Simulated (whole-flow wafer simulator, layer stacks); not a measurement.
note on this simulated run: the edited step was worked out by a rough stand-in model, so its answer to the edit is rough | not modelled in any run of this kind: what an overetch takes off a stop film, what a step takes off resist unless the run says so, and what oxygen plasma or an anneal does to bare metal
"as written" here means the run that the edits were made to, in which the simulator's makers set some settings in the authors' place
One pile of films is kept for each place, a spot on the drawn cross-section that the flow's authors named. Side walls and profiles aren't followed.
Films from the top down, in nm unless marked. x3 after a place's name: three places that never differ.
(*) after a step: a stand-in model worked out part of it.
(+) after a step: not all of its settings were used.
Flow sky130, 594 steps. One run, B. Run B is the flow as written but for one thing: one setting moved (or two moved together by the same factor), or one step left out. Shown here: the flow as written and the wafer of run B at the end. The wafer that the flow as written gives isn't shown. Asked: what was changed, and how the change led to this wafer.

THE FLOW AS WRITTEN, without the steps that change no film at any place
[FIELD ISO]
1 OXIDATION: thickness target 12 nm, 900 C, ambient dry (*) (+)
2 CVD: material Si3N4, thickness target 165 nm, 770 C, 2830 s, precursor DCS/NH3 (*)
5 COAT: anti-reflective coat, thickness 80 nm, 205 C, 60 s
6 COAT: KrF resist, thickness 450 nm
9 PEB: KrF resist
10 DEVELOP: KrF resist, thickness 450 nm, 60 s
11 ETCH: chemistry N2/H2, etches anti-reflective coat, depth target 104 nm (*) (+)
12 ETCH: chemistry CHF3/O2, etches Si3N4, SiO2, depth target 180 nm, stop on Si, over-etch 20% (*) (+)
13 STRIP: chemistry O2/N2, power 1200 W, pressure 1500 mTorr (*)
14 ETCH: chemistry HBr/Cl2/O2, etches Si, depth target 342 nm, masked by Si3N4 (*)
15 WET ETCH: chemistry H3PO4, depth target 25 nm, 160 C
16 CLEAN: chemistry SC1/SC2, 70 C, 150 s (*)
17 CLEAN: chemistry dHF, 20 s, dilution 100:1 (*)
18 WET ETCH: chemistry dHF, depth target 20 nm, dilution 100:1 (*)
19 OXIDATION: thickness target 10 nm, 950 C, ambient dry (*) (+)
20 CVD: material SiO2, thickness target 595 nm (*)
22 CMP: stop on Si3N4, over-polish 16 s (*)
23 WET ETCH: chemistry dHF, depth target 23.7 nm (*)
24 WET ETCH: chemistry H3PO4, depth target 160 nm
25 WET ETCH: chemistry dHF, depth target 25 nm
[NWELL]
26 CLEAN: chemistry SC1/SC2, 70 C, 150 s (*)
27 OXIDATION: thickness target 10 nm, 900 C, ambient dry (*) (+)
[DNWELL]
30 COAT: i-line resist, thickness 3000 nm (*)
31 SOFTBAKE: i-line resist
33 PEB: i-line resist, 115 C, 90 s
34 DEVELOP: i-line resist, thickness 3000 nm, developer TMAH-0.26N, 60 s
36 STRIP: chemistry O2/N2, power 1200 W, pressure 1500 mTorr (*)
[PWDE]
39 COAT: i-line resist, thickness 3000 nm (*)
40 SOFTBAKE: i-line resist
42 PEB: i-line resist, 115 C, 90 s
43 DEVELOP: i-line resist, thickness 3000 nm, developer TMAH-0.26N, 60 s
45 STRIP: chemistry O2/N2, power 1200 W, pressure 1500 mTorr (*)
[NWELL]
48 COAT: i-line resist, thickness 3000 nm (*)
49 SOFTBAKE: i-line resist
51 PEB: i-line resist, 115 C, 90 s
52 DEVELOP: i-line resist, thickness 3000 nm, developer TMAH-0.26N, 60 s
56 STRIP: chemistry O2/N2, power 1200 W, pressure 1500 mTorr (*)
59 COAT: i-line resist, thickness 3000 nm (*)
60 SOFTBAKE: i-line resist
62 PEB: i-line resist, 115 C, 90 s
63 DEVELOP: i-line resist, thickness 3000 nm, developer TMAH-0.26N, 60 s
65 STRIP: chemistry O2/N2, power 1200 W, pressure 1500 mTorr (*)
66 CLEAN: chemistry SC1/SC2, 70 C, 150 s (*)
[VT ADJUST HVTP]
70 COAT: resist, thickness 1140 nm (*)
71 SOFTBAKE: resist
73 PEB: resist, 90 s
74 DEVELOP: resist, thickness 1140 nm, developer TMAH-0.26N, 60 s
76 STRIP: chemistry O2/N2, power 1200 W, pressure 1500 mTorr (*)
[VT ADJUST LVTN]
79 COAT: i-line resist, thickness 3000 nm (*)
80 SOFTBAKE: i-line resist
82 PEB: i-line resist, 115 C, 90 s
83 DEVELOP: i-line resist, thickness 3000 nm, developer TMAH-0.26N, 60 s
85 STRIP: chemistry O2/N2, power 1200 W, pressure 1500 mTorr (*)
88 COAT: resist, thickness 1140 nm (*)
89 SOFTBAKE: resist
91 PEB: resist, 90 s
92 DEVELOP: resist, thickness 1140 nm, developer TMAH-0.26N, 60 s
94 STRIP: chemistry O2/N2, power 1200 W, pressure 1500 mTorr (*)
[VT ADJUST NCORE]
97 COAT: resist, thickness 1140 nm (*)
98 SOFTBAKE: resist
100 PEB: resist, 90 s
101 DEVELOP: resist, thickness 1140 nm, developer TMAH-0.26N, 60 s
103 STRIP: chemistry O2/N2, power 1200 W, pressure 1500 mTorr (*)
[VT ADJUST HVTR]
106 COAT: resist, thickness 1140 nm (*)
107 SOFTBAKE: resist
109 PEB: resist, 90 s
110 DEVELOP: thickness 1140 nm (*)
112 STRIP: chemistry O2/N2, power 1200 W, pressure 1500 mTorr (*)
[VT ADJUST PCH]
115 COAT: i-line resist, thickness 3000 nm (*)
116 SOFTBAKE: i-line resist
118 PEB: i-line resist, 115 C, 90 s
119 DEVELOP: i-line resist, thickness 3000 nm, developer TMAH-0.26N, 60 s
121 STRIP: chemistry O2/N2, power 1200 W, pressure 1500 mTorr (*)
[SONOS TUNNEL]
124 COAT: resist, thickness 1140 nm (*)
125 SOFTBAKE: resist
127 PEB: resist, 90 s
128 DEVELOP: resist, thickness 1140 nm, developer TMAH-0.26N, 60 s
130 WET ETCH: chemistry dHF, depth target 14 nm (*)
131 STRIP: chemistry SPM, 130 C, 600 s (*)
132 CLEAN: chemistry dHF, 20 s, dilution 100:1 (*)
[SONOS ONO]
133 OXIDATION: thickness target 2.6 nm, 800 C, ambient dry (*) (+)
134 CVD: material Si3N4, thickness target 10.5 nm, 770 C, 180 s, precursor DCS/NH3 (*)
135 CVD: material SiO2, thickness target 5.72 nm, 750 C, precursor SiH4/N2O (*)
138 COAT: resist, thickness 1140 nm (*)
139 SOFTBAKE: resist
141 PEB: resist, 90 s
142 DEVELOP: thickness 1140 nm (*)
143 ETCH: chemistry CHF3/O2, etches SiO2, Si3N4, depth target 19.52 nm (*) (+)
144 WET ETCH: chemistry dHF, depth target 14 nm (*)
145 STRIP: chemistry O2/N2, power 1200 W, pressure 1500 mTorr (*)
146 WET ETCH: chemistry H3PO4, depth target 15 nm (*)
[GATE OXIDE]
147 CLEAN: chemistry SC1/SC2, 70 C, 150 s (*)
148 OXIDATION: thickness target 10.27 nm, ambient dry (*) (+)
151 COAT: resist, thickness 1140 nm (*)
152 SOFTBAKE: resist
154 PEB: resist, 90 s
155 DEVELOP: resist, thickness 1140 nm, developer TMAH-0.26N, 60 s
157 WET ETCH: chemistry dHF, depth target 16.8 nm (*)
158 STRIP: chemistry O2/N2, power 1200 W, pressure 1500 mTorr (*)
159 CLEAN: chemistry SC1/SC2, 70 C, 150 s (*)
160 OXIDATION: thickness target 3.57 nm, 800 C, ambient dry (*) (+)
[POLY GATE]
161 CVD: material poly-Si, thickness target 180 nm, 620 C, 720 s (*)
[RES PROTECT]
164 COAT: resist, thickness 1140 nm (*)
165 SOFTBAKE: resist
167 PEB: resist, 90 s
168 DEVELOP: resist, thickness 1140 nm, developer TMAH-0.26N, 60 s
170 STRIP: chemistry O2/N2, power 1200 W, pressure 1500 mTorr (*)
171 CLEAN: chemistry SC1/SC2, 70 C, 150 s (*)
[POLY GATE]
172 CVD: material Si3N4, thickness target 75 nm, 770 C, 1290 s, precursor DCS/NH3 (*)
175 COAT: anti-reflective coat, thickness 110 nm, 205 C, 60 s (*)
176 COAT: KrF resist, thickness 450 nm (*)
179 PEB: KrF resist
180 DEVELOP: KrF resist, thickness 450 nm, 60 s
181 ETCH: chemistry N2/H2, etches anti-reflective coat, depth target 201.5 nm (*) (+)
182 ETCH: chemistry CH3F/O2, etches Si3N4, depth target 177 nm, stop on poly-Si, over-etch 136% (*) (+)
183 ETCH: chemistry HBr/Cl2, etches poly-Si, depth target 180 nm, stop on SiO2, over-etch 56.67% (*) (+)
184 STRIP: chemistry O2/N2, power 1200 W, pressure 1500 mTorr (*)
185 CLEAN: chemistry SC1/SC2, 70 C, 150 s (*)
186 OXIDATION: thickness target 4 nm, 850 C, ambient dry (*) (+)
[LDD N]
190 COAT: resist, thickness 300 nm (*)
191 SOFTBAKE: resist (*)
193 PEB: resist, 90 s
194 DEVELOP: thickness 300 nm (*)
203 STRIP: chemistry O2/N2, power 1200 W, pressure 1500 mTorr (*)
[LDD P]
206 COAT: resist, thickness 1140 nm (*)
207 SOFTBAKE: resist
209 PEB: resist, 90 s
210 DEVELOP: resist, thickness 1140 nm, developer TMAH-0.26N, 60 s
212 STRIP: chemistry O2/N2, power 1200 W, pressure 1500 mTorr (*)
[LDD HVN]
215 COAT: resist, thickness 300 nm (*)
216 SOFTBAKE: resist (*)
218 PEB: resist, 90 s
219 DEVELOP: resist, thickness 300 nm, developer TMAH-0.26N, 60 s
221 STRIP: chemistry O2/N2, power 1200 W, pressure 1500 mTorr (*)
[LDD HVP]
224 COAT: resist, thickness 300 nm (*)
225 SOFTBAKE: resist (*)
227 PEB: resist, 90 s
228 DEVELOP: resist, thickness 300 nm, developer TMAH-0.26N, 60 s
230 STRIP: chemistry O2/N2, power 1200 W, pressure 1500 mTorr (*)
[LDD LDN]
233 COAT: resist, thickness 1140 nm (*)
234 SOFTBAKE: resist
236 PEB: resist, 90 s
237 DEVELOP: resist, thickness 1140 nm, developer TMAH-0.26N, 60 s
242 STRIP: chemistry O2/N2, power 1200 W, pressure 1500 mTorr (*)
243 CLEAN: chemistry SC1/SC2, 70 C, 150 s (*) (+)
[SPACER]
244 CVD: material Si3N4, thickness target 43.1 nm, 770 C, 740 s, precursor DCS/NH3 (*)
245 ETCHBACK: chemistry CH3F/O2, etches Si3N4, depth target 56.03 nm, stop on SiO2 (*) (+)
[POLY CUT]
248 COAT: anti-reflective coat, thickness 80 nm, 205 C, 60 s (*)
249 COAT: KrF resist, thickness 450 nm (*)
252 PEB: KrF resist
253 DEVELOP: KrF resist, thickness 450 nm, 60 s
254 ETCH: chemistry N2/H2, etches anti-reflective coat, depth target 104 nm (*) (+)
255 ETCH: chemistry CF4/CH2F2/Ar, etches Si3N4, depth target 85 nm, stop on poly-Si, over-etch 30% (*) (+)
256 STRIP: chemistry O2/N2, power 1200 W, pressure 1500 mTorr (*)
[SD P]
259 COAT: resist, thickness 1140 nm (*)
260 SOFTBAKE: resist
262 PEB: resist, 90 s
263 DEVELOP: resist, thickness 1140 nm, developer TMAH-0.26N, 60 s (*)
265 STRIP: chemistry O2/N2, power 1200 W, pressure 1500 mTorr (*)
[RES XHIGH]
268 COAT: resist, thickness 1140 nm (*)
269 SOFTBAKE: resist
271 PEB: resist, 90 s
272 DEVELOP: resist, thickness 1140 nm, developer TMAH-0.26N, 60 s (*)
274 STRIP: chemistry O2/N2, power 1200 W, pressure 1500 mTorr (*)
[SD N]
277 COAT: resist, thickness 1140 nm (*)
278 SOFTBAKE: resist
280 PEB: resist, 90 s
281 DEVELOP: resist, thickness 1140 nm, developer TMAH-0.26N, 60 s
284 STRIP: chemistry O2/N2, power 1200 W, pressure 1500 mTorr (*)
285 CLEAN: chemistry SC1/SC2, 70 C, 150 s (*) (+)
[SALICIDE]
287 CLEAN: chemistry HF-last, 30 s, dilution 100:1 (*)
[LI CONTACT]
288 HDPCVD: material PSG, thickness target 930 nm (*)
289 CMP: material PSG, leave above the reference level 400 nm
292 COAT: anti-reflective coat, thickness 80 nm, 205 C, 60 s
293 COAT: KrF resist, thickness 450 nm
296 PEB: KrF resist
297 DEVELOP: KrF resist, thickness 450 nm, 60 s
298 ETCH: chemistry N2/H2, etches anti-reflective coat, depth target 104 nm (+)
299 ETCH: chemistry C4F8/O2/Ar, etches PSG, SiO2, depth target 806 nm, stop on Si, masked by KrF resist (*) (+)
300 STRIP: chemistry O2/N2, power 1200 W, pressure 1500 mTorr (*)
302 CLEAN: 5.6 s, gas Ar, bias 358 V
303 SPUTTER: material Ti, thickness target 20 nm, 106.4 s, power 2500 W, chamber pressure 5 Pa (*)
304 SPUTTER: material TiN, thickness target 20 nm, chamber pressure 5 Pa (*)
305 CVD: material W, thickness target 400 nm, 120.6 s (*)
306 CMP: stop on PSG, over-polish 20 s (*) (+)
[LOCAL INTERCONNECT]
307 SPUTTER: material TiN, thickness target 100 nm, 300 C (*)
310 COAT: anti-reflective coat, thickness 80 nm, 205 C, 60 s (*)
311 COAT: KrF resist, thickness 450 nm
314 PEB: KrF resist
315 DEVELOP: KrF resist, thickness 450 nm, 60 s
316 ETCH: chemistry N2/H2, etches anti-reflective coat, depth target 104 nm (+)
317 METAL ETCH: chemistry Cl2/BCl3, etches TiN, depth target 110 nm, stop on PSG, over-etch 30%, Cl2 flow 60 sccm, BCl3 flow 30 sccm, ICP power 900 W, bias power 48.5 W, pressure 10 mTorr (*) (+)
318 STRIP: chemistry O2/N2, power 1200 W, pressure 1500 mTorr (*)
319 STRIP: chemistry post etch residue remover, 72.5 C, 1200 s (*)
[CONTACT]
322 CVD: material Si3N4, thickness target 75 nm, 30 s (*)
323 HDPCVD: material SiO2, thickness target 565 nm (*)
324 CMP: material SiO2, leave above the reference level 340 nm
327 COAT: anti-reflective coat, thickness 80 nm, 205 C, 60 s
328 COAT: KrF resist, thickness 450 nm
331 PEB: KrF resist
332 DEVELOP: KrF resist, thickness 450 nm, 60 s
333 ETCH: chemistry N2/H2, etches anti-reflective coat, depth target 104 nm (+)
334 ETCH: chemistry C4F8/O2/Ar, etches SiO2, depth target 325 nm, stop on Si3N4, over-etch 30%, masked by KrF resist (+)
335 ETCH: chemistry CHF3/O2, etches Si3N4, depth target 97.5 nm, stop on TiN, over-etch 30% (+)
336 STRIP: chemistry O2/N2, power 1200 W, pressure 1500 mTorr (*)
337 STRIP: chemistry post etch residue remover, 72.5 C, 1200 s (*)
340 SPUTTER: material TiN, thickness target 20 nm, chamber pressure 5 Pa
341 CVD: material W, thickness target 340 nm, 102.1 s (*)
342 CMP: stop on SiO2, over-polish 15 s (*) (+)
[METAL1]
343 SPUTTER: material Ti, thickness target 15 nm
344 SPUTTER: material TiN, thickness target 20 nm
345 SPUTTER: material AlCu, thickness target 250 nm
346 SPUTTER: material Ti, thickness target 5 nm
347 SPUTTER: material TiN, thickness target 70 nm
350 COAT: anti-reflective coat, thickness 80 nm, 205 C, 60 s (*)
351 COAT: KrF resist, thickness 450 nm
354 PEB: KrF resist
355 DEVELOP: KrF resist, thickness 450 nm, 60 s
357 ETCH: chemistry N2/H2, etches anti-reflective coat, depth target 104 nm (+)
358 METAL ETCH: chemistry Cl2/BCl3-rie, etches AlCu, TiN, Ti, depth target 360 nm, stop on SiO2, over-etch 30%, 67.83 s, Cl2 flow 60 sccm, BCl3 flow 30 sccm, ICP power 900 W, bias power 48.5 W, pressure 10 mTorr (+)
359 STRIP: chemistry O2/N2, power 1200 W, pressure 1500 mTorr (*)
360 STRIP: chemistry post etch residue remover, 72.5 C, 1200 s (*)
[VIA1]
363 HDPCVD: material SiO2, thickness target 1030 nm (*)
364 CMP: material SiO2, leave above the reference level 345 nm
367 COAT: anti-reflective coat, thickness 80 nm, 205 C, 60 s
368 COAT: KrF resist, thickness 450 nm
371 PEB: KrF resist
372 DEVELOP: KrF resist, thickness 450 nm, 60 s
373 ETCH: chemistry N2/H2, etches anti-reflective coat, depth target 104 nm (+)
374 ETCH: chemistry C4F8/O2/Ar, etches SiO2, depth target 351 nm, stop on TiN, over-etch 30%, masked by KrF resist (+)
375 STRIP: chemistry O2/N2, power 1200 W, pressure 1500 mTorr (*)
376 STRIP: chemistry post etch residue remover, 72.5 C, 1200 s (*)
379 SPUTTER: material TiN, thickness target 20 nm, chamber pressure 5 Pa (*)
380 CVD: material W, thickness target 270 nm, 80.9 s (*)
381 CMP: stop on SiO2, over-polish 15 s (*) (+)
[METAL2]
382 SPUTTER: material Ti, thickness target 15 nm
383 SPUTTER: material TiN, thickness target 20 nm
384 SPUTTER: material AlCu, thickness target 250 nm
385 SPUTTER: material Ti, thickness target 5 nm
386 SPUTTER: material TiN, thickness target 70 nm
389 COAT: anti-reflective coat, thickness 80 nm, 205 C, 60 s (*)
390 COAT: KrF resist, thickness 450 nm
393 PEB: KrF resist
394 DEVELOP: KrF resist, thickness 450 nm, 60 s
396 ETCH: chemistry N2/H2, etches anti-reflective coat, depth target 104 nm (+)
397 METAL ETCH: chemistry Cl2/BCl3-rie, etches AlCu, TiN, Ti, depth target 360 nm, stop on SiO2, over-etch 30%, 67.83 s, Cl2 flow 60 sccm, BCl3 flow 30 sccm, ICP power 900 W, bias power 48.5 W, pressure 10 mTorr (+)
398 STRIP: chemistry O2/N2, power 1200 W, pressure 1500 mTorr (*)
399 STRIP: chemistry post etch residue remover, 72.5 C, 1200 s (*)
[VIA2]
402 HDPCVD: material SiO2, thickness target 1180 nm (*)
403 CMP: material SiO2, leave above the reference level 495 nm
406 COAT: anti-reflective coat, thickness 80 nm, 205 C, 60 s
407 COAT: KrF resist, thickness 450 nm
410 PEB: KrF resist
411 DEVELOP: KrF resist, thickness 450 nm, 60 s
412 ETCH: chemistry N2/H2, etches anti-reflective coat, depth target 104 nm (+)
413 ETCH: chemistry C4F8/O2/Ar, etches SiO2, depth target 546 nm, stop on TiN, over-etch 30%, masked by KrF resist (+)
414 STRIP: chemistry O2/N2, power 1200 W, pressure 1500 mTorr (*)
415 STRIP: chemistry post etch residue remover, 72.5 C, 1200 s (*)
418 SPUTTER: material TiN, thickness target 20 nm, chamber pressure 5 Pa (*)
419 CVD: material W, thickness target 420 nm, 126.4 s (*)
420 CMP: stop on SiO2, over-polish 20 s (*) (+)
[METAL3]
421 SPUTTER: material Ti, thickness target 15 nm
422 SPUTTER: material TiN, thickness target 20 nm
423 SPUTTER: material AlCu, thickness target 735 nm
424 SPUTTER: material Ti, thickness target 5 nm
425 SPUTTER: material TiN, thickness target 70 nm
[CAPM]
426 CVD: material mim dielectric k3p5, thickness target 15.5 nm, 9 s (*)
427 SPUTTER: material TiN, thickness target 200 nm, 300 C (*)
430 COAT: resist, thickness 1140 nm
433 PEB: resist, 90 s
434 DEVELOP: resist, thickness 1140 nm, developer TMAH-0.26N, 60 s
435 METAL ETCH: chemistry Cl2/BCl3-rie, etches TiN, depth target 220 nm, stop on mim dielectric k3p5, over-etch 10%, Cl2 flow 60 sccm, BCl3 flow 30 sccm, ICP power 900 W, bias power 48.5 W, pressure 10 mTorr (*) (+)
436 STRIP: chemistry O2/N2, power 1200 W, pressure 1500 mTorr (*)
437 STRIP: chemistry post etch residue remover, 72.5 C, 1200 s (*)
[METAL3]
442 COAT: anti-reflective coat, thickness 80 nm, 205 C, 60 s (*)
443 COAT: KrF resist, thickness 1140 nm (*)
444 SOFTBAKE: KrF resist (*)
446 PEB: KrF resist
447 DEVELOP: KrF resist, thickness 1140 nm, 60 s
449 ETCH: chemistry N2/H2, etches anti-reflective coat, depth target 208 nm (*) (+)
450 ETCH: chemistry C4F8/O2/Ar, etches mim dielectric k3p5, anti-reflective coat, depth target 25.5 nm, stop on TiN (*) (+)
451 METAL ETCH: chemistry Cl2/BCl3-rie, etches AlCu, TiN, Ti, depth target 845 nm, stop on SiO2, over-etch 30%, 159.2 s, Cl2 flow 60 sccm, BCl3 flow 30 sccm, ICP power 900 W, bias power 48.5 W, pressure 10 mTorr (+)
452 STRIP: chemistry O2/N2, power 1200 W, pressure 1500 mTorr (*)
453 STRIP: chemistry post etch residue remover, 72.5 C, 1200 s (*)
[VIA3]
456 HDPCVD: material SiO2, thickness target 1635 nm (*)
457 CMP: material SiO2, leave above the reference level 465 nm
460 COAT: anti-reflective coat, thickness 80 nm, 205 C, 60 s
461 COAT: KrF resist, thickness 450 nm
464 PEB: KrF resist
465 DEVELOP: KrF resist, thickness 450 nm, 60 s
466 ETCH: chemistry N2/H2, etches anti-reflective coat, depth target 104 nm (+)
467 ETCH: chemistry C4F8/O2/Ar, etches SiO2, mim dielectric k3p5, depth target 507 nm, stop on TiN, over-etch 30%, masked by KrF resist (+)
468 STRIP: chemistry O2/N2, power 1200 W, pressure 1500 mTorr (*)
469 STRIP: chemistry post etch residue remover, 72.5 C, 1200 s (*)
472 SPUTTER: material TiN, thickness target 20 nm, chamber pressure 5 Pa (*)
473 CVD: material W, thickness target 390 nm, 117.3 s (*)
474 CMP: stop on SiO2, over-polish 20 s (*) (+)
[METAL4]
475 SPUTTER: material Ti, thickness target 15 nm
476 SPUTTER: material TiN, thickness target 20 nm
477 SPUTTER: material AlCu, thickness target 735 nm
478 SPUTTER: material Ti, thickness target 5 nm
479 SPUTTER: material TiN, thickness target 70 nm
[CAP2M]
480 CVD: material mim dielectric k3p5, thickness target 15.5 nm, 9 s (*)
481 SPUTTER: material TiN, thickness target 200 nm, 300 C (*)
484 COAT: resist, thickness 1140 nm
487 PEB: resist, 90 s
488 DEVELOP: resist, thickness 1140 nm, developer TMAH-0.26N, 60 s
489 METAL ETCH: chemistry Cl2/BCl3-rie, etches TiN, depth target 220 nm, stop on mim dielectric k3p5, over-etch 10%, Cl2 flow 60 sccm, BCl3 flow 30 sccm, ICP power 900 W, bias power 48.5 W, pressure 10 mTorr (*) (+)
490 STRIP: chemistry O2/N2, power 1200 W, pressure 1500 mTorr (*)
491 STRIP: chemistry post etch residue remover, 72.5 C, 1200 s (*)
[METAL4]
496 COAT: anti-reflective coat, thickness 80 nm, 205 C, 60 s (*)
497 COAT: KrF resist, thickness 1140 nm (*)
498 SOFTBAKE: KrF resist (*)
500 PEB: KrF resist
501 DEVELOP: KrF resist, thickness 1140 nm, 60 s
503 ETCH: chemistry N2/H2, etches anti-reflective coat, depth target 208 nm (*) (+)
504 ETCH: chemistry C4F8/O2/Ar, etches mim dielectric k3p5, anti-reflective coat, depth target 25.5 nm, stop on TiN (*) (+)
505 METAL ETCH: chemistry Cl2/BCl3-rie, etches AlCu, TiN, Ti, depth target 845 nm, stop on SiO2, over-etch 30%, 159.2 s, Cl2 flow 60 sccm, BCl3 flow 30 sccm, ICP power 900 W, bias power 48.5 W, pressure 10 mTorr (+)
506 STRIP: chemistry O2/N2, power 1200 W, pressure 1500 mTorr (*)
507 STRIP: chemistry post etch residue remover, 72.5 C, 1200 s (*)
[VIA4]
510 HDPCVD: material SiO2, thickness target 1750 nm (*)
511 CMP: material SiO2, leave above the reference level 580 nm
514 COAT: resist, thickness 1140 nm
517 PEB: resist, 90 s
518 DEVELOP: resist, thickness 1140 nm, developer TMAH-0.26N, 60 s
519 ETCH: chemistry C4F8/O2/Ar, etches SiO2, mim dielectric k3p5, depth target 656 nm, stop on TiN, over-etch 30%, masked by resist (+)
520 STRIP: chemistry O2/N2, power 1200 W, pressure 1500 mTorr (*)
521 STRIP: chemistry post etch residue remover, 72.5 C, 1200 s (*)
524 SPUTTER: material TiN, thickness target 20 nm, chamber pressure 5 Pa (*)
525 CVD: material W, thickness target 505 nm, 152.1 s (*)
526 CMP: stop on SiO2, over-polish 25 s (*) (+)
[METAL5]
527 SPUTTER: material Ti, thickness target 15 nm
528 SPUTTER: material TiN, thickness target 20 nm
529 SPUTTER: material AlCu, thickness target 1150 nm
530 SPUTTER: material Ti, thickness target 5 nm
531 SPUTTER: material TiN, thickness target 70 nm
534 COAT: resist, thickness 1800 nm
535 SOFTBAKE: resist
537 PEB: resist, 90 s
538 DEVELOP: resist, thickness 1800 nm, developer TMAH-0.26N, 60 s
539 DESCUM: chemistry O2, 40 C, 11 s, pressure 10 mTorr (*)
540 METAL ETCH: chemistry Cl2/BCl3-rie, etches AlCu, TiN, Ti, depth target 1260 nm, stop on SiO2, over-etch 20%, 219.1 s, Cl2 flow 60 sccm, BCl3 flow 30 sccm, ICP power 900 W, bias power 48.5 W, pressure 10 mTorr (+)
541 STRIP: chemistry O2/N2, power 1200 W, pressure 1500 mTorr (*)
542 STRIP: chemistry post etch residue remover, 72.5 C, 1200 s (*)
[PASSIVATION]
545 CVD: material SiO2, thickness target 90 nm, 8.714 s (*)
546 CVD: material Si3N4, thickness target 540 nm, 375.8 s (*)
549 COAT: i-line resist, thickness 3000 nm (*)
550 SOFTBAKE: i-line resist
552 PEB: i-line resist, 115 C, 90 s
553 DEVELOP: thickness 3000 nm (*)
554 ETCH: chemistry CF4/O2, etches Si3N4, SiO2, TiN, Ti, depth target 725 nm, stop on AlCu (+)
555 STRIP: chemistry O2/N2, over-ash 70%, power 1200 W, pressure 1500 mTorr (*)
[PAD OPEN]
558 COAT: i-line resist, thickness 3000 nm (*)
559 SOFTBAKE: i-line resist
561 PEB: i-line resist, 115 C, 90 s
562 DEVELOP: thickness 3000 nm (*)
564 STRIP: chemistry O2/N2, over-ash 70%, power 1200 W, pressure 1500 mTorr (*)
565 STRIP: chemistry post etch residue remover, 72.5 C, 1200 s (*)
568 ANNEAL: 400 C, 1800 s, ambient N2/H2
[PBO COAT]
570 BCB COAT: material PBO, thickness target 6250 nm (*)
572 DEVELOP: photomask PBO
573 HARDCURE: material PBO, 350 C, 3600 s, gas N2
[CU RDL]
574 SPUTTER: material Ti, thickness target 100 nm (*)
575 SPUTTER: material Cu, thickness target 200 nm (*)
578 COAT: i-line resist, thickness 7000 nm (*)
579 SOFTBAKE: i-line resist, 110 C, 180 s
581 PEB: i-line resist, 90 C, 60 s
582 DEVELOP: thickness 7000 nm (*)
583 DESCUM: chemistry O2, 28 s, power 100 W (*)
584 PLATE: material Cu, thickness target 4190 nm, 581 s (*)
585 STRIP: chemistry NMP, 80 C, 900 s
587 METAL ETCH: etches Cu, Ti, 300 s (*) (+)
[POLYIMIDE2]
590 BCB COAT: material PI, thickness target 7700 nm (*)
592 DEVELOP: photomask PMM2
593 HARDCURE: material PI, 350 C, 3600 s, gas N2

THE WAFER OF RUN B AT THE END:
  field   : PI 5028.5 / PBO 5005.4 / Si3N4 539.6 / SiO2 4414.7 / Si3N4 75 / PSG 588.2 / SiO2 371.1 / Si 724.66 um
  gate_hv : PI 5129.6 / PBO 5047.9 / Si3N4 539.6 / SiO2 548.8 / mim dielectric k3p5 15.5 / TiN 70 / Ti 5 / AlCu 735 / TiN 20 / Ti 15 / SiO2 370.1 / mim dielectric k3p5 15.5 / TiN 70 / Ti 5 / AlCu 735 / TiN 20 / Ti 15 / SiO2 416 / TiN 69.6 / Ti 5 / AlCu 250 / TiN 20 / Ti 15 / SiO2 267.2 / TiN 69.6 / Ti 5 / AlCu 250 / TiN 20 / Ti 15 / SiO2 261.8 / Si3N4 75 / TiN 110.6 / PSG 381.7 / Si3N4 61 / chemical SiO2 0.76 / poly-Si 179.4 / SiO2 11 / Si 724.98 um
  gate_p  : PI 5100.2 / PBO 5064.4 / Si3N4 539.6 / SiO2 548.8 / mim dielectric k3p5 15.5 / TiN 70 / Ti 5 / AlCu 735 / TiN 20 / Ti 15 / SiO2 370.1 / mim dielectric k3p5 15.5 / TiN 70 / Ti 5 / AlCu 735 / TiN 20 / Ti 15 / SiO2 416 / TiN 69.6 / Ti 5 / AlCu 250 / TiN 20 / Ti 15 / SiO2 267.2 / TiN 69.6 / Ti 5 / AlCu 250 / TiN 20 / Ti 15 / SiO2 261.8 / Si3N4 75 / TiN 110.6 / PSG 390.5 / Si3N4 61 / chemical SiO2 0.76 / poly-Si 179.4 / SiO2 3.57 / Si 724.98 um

The cause: step 307, SPUTTER: thickness target 111 nm was run, where the flow has thickness target 100 nm.

How the change led to this, step by step:
  307 SPUTTER: material TiN, thickness target 100 nm, 300 C (*)
      field, active, n_well and 188 more: TiN +111 (new film) (as written it would be: TiN +100 (new film))
  317 METAL ETCH: chemistry Cl2/BCl3, etches TiN, depth target 110 nm, stop on PSG, over-etch 30%, Cl2 flow 60 sccm, BCl3 flow 30 sccm, ICP power 900 W, bias power 48.5 W, pressure 10 mTorr (*) (+)
      field, active, gate and 88 more: TiN -109.7 (all of it) (as written it would be: TiN -98.7 (all of it))
  324 CMP: material SiO2, leave above the reference level 340 nm
      field, active, gate and 88 more: SiO2 -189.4 (as written it would be: SiO2 -200.4)
